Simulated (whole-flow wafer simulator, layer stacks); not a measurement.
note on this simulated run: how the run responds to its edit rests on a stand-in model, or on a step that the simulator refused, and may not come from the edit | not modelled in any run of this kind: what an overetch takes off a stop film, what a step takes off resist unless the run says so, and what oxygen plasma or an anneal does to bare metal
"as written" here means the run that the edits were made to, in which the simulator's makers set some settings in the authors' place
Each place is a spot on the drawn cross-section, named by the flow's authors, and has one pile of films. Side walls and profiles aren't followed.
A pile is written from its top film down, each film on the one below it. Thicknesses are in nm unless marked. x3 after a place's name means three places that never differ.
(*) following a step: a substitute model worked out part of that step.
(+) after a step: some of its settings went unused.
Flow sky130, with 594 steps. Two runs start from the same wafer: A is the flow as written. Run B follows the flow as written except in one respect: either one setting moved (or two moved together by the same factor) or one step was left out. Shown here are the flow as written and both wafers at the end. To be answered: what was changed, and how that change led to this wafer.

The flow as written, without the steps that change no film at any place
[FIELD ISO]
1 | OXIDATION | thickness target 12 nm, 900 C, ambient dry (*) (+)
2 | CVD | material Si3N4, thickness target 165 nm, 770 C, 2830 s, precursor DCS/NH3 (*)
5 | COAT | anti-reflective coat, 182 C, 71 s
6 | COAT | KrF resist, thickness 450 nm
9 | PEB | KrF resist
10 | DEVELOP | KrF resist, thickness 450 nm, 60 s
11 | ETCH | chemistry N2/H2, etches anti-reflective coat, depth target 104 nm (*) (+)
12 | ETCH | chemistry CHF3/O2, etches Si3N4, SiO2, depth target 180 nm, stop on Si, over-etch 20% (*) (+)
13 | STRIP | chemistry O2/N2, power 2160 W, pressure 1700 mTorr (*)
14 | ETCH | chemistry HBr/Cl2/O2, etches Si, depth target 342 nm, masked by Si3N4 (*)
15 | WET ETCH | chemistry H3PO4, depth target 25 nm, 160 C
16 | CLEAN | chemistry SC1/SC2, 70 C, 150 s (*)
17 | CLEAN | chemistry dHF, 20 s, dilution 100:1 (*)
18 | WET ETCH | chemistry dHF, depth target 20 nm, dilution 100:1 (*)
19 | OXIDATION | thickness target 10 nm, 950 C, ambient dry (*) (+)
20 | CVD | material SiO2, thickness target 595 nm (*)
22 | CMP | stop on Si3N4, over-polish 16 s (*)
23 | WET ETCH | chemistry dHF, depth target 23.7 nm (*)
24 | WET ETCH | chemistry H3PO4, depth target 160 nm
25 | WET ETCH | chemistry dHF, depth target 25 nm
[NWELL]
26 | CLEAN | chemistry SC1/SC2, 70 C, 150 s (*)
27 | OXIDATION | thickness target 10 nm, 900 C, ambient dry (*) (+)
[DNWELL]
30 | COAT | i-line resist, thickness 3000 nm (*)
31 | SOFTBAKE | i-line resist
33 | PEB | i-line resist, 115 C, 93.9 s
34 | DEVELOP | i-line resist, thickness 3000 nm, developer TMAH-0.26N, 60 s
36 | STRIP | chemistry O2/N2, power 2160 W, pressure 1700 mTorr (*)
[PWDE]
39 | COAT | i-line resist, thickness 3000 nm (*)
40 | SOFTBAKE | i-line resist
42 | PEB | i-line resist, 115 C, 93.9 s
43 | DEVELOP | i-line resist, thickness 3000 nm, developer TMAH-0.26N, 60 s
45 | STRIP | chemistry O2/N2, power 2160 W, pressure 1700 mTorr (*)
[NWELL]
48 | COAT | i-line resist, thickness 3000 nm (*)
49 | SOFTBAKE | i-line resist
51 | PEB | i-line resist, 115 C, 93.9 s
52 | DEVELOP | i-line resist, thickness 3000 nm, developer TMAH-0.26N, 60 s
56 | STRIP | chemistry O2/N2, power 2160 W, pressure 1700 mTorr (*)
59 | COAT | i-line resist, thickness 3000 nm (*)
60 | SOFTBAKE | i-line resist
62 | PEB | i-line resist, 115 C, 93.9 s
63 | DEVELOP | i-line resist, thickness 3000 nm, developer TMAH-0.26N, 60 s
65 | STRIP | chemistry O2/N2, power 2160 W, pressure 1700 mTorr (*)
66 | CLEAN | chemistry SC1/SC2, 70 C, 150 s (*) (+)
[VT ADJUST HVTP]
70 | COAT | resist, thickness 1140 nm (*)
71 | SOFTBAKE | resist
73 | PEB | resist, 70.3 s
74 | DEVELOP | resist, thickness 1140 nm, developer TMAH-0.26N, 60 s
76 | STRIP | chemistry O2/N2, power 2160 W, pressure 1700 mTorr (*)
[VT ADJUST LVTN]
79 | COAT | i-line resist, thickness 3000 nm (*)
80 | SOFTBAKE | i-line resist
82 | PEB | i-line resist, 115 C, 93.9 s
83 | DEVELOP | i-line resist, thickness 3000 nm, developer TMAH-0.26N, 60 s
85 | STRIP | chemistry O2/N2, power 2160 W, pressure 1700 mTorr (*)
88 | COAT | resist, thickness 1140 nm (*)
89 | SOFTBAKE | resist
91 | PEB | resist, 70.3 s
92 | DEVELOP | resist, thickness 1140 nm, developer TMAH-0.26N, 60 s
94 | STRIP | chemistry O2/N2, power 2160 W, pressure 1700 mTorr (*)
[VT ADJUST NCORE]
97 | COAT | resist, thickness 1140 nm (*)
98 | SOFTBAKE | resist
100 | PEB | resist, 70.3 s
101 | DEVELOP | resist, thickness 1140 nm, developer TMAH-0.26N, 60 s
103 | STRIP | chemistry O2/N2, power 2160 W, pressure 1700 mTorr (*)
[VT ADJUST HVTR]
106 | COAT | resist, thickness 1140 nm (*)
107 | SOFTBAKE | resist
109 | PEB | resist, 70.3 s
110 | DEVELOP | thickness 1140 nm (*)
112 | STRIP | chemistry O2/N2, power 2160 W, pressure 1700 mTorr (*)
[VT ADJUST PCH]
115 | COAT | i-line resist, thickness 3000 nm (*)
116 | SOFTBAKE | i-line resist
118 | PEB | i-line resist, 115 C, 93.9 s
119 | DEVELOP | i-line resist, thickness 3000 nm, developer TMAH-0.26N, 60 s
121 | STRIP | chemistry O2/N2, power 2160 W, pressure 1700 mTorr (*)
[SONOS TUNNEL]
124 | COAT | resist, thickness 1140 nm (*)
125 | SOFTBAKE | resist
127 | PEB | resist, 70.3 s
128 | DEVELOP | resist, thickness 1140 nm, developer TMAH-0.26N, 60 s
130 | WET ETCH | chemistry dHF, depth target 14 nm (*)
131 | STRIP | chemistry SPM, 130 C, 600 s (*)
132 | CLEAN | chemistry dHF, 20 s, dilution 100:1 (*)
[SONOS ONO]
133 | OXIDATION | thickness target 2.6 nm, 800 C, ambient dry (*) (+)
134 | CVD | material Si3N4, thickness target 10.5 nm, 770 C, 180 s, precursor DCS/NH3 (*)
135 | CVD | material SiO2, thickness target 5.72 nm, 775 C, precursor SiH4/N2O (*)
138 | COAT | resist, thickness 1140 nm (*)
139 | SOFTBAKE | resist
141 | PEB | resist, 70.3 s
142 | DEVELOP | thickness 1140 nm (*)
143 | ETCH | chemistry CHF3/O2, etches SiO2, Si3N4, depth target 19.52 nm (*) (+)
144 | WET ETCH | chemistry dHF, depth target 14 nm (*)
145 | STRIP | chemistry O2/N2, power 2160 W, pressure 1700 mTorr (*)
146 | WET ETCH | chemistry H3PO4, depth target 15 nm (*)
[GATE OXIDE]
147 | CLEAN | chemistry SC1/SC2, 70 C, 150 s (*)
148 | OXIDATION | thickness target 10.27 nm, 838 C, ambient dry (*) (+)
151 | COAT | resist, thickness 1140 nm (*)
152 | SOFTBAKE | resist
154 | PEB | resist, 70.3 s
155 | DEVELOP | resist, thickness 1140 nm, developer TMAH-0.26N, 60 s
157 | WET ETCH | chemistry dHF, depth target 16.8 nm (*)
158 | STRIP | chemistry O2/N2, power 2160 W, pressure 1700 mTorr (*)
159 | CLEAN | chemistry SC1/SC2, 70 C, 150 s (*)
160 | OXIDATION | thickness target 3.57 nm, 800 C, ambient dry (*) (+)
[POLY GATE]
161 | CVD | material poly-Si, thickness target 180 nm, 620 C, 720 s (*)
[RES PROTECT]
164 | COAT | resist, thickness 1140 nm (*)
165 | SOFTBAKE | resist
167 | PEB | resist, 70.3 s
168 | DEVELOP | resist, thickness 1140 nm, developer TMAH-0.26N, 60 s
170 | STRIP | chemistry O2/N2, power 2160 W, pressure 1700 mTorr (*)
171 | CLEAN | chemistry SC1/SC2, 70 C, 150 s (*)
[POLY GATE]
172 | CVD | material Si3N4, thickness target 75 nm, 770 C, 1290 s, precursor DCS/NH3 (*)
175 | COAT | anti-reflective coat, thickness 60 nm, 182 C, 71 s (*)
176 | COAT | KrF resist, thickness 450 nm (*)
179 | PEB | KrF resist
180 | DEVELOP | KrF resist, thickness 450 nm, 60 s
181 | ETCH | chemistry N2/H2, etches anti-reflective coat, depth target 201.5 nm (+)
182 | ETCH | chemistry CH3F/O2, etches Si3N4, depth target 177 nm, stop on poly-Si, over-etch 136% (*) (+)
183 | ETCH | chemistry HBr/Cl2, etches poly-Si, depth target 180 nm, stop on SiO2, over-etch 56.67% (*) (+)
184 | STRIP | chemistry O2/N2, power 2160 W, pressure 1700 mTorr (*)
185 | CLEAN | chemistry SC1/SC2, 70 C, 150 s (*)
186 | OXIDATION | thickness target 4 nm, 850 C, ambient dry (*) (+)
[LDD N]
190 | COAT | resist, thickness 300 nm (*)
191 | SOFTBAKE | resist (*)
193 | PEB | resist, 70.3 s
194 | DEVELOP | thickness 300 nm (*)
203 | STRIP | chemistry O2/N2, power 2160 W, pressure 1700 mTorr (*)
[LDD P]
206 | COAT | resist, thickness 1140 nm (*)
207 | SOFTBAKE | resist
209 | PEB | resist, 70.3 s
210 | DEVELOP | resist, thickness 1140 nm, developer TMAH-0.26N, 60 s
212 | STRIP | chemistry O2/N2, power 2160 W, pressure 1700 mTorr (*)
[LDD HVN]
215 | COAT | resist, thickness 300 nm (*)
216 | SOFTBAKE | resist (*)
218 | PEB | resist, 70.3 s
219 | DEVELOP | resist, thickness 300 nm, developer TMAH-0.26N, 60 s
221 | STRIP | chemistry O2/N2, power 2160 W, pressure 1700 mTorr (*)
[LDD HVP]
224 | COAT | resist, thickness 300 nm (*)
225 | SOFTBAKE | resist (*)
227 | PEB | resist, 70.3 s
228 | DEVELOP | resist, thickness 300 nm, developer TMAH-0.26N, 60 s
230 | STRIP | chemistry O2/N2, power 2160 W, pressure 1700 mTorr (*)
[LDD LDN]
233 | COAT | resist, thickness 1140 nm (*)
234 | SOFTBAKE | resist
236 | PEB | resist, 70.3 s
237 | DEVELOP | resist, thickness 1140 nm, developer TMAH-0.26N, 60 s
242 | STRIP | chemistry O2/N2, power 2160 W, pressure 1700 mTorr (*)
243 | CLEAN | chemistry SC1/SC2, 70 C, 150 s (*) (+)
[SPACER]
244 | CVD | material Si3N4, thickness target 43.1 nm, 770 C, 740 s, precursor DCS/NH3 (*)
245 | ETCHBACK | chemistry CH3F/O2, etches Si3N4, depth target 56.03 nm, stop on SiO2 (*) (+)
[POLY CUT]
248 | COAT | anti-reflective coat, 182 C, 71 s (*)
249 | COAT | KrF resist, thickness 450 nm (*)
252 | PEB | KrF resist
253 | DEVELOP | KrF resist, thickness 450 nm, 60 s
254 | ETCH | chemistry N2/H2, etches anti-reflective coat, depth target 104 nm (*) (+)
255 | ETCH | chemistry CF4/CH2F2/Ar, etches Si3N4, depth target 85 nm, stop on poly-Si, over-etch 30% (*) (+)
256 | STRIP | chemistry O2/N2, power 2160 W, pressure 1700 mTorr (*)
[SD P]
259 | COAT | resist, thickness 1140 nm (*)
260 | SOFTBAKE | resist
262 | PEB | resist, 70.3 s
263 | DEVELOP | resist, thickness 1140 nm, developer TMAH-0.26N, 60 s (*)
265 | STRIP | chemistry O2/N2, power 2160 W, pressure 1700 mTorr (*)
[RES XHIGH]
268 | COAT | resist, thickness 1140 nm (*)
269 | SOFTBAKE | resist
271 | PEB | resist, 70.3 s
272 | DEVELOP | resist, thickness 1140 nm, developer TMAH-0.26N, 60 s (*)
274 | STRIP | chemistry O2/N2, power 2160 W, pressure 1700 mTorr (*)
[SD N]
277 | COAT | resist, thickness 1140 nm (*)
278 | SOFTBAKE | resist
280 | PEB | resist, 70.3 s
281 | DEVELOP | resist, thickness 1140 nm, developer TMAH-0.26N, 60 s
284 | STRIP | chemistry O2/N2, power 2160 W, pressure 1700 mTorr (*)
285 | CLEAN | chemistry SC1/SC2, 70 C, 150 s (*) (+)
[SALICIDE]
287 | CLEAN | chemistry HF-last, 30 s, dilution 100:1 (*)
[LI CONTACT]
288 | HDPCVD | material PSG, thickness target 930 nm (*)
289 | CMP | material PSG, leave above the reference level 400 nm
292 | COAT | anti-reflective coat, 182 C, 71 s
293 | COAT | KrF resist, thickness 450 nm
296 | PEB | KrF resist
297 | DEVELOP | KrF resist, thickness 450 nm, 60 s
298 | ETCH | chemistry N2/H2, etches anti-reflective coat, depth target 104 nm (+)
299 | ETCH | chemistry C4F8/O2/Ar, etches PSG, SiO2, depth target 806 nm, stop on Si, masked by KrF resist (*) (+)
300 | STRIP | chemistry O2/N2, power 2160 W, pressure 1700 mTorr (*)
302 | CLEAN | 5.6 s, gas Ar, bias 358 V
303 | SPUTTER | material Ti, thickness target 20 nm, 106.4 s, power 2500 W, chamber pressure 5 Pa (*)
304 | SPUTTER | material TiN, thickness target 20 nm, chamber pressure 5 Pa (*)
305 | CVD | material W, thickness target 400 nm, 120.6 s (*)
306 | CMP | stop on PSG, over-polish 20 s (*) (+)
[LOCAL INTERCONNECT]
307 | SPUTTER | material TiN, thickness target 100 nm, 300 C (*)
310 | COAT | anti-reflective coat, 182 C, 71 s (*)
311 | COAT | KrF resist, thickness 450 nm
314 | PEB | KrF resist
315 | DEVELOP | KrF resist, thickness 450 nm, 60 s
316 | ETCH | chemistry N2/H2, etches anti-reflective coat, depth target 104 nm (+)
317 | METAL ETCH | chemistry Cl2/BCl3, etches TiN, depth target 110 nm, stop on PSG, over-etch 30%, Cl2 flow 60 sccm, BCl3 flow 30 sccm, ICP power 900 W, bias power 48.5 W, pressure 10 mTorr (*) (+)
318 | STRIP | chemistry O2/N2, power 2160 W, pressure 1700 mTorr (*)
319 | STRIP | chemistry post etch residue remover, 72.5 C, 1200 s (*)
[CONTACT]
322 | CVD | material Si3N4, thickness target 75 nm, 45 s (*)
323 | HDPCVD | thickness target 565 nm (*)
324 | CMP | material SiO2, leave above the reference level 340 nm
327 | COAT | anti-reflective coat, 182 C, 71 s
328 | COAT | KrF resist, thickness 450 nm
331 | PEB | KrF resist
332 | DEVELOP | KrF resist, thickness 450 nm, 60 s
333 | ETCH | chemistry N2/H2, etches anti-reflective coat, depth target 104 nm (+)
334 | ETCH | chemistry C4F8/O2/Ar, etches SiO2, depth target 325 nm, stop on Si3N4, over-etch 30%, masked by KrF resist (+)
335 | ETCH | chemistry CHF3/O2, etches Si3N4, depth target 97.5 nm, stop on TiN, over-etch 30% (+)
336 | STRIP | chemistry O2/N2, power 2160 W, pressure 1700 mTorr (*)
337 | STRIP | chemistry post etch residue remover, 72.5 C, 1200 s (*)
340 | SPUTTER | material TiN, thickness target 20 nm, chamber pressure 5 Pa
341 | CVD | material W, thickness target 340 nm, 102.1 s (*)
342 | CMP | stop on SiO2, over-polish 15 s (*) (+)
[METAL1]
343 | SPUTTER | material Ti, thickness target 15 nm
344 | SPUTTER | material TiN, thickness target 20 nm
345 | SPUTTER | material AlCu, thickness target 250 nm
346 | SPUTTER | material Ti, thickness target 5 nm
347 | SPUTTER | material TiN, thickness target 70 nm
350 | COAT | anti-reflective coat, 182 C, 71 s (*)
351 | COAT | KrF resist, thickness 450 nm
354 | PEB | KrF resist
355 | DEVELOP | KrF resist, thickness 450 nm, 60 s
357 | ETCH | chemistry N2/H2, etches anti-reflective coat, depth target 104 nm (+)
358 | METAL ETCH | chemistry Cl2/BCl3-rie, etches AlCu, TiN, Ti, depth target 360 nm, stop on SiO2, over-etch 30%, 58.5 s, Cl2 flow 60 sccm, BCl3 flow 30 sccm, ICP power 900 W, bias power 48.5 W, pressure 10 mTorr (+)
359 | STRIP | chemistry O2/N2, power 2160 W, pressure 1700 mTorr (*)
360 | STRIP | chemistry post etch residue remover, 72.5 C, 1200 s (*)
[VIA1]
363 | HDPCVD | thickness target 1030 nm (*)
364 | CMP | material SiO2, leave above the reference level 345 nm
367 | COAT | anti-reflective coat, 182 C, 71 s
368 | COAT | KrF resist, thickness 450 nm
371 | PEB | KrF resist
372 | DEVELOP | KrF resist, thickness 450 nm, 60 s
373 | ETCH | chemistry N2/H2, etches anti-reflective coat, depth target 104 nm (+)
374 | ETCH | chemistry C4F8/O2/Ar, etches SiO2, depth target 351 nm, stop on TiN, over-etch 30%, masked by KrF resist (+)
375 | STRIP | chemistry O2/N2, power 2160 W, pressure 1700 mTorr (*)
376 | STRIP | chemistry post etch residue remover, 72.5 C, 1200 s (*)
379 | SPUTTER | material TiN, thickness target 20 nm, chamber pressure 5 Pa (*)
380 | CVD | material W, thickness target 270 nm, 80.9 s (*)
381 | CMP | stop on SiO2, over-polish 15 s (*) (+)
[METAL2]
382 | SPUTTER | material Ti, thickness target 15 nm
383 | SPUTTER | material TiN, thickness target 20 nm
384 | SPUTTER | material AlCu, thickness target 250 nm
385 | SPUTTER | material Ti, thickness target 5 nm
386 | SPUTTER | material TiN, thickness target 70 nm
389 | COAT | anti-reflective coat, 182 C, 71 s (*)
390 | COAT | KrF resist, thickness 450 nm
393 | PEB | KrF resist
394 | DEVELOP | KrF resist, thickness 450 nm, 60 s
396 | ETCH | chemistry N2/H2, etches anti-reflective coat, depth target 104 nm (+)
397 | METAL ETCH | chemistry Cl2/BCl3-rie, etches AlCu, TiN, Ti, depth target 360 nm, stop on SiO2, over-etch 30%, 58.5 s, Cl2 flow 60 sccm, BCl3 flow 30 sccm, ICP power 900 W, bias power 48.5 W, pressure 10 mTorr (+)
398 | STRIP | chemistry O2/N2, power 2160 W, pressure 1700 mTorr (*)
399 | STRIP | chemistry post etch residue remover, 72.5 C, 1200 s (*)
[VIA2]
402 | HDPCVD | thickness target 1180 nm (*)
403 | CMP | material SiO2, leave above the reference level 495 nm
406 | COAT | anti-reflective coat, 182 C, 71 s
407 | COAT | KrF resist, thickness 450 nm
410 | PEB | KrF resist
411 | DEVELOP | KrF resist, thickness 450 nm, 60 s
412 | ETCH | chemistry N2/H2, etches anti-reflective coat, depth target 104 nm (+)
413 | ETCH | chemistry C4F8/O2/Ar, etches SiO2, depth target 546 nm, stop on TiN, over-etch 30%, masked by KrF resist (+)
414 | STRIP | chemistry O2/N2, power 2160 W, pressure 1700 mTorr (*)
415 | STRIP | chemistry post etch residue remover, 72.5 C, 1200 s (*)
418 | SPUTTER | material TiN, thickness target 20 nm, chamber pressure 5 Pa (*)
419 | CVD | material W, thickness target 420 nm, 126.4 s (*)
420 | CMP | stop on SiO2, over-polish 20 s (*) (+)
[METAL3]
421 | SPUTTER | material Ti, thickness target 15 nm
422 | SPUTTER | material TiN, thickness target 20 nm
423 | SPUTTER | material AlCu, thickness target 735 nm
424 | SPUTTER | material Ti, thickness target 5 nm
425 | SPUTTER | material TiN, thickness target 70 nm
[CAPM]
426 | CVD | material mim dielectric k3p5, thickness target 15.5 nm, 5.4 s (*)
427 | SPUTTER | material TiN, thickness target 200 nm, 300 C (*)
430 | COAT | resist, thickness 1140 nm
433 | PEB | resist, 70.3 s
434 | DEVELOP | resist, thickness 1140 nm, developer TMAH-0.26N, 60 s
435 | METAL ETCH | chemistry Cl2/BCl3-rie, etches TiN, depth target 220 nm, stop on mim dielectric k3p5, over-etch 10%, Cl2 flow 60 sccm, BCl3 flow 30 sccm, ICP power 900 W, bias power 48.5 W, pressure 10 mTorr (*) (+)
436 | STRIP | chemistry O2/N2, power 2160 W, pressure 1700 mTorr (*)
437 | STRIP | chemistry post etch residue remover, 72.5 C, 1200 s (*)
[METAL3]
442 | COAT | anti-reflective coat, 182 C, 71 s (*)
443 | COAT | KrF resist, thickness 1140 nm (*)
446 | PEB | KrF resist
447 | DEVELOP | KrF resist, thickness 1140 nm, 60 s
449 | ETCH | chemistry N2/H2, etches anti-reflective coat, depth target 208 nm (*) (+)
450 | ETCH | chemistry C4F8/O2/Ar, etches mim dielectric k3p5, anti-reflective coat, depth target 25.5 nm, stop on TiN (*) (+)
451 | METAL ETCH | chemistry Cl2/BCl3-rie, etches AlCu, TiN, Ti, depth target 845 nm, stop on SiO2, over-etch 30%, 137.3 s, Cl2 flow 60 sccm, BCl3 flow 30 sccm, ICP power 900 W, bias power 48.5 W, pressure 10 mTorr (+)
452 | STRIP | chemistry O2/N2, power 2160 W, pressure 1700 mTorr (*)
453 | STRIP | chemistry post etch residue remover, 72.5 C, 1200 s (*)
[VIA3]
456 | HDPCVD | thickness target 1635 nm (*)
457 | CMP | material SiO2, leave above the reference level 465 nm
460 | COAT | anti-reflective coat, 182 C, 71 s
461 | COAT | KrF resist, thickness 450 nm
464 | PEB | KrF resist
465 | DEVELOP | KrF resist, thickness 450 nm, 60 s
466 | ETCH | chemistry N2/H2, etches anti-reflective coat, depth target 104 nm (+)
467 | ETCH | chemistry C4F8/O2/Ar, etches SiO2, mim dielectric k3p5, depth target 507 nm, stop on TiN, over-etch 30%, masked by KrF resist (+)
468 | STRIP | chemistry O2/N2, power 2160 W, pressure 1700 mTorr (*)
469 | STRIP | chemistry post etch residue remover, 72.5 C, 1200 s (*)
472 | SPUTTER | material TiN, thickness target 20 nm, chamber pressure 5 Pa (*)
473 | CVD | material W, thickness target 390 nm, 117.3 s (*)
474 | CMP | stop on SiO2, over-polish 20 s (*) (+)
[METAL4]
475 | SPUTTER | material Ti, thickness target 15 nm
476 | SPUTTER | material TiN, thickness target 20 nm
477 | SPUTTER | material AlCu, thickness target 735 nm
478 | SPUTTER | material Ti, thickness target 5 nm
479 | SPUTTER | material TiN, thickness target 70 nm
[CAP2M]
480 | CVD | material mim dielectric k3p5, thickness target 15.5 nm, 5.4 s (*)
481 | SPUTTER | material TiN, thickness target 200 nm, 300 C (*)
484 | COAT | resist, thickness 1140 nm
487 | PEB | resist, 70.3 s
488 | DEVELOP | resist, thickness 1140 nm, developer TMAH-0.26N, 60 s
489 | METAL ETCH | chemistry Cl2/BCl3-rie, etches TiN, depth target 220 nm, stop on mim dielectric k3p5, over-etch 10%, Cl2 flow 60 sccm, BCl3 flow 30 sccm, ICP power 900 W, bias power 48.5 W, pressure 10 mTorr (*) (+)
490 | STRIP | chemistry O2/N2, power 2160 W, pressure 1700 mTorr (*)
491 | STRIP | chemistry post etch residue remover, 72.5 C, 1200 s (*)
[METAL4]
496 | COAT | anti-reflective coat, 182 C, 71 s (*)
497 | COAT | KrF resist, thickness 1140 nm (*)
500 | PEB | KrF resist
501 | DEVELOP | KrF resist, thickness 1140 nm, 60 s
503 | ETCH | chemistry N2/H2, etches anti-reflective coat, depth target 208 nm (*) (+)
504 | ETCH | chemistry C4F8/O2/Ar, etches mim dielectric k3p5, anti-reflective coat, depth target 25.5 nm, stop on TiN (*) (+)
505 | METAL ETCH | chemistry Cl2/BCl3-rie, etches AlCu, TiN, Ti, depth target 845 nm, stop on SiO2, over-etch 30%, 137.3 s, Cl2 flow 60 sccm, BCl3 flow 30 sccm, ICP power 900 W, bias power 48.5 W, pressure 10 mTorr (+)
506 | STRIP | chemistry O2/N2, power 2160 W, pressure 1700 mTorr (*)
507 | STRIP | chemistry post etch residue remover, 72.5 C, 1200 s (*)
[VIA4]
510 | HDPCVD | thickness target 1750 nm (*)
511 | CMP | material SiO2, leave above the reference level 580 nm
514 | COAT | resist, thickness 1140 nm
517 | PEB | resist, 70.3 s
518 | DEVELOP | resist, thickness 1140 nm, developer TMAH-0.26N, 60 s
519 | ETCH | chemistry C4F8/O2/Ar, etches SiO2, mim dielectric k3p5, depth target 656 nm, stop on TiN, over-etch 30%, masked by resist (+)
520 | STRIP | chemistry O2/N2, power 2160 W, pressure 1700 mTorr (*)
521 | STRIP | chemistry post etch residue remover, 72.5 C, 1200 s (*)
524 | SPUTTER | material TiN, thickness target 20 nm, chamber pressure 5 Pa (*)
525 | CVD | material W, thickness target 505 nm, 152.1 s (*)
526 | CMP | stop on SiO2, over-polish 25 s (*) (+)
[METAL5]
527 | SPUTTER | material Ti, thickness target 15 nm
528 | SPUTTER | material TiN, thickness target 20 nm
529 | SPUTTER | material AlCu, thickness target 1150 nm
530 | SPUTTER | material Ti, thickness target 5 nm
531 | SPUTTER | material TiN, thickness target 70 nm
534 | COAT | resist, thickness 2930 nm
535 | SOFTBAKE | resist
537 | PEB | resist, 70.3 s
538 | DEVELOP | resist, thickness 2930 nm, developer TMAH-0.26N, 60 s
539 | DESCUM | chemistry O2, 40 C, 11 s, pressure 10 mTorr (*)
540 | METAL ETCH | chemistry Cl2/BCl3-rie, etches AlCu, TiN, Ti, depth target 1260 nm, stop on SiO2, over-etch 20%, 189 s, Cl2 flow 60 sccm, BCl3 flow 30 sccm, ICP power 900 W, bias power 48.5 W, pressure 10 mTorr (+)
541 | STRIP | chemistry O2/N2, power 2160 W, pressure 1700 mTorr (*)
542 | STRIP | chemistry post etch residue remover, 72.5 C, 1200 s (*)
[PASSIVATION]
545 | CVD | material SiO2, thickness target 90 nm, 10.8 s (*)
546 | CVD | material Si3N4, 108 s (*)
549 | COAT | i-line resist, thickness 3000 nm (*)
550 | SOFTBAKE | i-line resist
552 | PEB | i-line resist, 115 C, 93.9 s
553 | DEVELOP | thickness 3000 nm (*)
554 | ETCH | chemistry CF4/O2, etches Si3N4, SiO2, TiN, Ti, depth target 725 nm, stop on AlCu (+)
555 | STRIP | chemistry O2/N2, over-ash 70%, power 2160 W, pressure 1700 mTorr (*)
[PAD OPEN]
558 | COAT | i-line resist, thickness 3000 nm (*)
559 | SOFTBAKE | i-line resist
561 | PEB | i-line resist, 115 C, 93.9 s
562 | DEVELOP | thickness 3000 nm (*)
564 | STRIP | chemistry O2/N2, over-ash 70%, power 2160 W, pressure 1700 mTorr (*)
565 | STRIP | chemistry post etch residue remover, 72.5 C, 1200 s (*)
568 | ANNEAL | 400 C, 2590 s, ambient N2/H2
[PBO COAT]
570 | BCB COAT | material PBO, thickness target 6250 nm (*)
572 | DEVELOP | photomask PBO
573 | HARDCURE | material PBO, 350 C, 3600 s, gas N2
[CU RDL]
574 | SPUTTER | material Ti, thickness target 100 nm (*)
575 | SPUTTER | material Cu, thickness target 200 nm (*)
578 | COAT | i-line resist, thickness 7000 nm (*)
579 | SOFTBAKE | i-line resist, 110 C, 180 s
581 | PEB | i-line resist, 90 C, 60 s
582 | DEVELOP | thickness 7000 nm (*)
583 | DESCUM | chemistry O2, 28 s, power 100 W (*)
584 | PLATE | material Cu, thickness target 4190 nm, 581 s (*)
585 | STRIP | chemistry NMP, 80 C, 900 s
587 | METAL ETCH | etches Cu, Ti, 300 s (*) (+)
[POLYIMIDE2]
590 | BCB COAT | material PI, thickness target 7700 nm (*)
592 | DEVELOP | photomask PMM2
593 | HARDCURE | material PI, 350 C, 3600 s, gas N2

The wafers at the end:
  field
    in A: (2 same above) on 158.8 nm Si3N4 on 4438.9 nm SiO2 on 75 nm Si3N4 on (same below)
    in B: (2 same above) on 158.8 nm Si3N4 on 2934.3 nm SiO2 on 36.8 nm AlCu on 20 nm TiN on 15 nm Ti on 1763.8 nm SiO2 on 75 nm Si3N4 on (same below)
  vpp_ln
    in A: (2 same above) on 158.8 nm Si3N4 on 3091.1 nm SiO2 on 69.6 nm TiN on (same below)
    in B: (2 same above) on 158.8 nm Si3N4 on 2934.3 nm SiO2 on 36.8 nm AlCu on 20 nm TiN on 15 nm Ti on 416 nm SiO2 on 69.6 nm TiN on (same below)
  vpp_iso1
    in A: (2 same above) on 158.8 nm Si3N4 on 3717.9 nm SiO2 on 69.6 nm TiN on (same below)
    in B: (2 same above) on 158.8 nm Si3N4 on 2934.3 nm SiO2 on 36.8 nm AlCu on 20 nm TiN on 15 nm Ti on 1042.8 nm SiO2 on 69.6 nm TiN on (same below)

Cause: step 423, SPUTTER: thickness target 1066 nm was run, while the flow as written has thickness target 735 nm.

Step by step, how the change led to this:
  423 | SPUTTER | material AlCu, thickness target 735 nm
      field, active, n_well and 188 more: A +735 AlCu (new film) | B +1066 AlCu (new film)
  451 | METAL ETCH | chemistry Cl2/BCl3-rie, etches AlCu, TiN, Ti, depth target 845 nm, stop on SiO2, over-etch 30%, 137.3 s, Cl2 flow 60 sccm, BCl3 flow 30 sccm, ICP power 900 W, bias power 48.5 W, pressure 10 mTorr (+)
      field, gate, spacer and 68 more: A -70 TiN (all of it), -5 Ti (all of it), -735 AlCu (all of it), -20 TiN (all of it), -15 Ti (all of it), -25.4 SiO2 | B -70 TiN (all of it), -5 Ti (all of it), -1023.5 AlCu
      active, vpp_ln, vpp_iso2 and 11 more: A -70 TiN (all of it), -5 Ti (all of it), -735 AlCu (all of it), -20 TiN (all of it), -15 Ti (all of it), -25.3 SiO2 | B -70 TiN (all of it), -5 Ti (all of it), -1023.5 AlCu
  453 | STRIP | chemistry post etch residue remover, 72.5 C, 1200 s (*)
      field, active, gate and 82 more: A nothing | B -5.72 AlCu
  456 | HDPCVD | thickness target 1635 nm (*)
      field, active, gate and 82 more: A +1635 SiO2 | B +1635 SiO2 (new film)
  457 | CMP | material SiO2, leave above the reference level 465 nm
      field, active, gate and 82 more: A -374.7 SiO2 | B -140.8 SiO2
With metal films that touch counted as one body, field has 1 body; the flow as written gives 0 bodies.
With metal films that touch counted as one body, vpp_ln has 3 bodies (between them, from the top down: SiO2 416; SiO2 267.2); the flow as written gives 2 bodies (between them, from the top down: SiO2 267.2).
With metal films that touch counted as one body, vpp_iso1 has 2 bodies (between them, from the top down: SiO2 1042.8); the flow as written gives 1 body.
